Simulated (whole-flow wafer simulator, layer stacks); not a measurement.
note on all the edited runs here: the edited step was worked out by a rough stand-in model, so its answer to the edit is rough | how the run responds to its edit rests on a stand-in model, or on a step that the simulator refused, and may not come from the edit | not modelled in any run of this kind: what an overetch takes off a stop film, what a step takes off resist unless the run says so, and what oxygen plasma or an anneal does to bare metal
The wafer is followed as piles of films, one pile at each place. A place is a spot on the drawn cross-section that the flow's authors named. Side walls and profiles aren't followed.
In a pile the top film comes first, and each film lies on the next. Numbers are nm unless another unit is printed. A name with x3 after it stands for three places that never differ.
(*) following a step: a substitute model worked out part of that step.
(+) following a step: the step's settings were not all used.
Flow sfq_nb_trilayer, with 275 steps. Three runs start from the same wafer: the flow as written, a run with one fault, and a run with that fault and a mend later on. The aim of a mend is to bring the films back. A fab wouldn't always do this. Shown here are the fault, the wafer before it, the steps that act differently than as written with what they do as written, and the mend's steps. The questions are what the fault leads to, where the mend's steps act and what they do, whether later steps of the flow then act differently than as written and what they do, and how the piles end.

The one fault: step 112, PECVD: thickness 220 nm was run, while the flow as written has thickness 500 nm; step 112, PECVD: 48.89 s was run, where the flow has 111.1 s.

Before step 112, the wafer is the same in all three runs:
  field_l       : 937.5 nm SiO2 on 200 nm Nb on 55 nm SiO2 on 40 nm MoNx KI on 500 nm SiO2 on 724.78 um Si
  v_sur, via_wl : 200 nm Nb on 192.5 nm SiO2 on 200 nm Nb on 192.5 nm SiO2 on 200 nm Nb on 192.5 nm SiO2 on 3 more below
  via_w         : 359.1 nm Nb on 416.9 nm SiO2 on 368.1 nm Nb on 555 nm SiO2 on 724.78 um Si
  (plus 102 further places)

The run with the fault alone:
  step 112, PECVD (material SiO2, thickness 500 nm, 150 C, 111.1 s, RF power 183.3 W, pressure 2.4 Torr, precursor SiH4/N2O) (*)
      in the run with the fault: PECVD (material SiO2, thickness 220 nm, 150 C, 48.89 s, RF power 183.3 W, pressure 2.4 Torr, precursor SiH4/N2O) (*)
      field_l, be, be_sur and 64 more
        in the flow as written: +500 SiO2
        in the run with the fault: +220 SiO2
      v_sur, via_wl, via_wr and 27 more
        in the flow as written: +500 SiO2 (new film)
        in the run with the fault: +220 SiO2 (new film)
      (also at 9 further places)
  Steps later in the flow that act otherwise than as written (not shown: 21 more steps that differ only slightly, by at most 2% or 0.5 nm, whichever is larger):
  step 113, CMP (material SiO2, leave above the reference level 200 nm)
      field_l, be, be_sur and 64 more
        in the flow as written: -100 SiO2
        in the run with the fault: nothing
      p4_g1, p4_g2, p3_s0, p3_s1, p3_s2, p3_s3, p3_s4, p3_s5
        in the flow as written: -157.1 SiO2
        in the run with the fault: nothing
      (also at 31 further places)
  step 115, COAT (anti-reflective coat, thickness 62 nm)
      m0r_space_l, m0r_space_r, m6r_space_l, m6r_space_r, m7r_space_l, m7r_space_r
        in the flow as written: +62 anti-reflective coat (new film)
        in the run with the fault: +81.3 anti-reflective coat (new film)
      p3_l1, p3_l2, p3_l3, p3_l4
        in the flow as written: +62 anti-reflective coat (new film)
        in the run with the fault: +43.6 anti-reflective coat (new film)
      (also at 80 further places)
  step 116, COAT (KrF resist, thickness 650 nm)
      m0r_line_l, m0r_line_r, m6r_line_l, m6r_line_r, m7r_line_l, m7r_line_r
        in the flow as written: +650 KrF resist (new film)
        in the run with the fault: +684.6 KrF resist (new film)
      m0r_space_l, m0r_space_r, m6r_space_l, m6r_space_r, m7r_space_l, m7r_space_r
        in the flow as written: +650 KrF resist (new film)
        in the run with the fault: +673.9 KrF resist (new film)
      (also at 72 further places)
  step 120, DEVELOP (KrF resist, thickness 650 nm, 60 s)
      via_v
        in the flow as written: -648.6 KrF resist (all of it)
        in the run with the fault: -583.9 KrF resist (all of it)
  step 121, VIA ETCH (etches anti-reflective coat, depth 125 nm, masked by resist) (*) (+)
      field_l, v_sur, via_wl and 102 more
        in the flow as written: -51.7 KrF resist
        in the run with the fault: -39.6 KrF resist
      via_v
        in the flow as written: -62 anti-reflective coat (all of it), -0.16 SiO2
        in the run with the fault: -47.6 anti-reflective coat (all of it), -0.12 SiO2
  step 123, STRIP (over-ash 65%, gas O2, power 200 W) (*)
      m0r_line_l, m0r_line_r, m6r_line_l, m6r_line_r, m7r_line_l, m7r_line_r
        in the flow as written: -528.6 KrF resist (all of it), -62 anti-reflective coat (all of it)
        in the run with the fault: -575.1 KrF resist (all of it), -61.8 anti-reflective coat (all of it)
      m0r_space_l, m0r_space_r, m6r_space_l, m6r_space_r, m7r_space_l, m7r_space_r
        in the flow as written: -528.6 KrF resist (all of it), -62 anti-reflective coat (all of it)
        in the run with the fault: -564.5 KrF resist (all of it), -81.3 anti-reflective coat (all of it)
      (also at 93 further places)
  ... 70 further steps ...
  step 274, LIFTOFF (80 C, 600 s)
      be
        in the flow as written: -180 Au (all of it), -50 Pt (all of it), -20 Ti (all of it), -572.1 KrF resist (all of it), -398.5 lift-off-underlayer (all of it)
        in the run with the fault: -180 Au (all of it), -50 Pt (all of it), -20 Ti (all of it), -600.7 KrF resist (all of it), -740.1 lift-off-underlayer (all of it)
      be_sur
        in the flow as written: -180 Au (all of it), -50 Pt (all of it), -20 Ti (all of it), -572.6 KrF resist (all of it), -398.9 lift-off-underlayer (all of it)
        in the run with the fault: -180 Au (all of it), -50 Pt (all of it), -20 Ti (all of it), -582.8 KrF resist (all of it), -376.7 lift-off-underlayer (all of it)
  By the end, the piles at via_w, be, be_sur and 46 more depart from the flow's by more than 2% or 0.5 nm, whichever is larger.
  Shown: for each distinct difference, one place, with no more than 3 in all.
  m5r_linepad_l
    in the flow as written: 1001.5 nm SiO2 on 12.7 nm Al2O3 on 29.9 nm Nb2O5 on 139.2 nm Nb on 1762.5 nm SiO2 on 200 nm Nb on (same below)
    in the run with the fault: 1080.1 nm SiO2 on 12.7 nm Al2O3 on 29.9 nm Nb2O5 on 139.2 nm Nb on 492.5 nm SiO2 on 1.36 nm Nb on 1190 nm SiO2 on 200 nm Nb on (same below)
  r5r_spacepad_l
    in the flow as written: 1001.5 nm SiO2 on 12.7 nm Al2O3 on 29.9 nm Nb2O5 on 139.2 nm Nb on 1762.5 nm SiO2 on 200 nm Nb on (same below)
    in the run with the fault: 1080 nm SiO2 on 12.7 nm Al2O3 on 29.9 nm Nb2O5 on 139.2 nm Nb on 492.5 nm SiO2 on 1.52 nm Nb on 1190 nm SiO2 on 200 nm Nb on (same below)
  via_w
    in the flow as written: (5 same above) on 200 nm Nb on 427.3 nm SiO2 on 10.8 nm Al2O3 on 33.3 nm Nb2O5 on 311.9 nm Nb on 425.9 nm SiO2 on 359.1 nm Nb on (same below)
    in the run with the fault: (5 same above) on 200 nm Nb on 495.5 nm SiO2 on 10.1 nm Al2O3 on 34.6 nm Nb2O5 on 110.8 nm Nb on 219.5 nm SiO2 on 156.1 nm Nb on 182.7 nm SiO2 on 359.1 nm Nb on (same below)

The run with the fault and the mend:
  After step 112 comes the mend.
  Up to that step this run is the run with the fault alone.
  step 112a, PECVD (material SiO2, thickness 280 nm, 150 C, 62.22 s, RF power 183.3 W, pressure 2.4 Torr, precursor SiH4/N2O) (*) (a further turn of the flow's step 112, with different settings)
      field_l, v_sur, via_wl and 103 more
        +280 SiO2
  Steps later in the flow that act otherwise than as written:
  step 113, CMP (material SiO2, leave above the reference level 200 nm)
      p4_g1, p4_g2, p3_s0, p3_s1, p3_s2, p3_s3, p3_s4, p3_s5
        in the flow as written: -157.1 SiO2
        in the run with the mend: -100 SiO2
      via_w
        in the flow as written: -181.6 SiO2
        in the run with the mend: -36.8 SiO2
  By the end, the piles equal the flow's at every place that both follow.
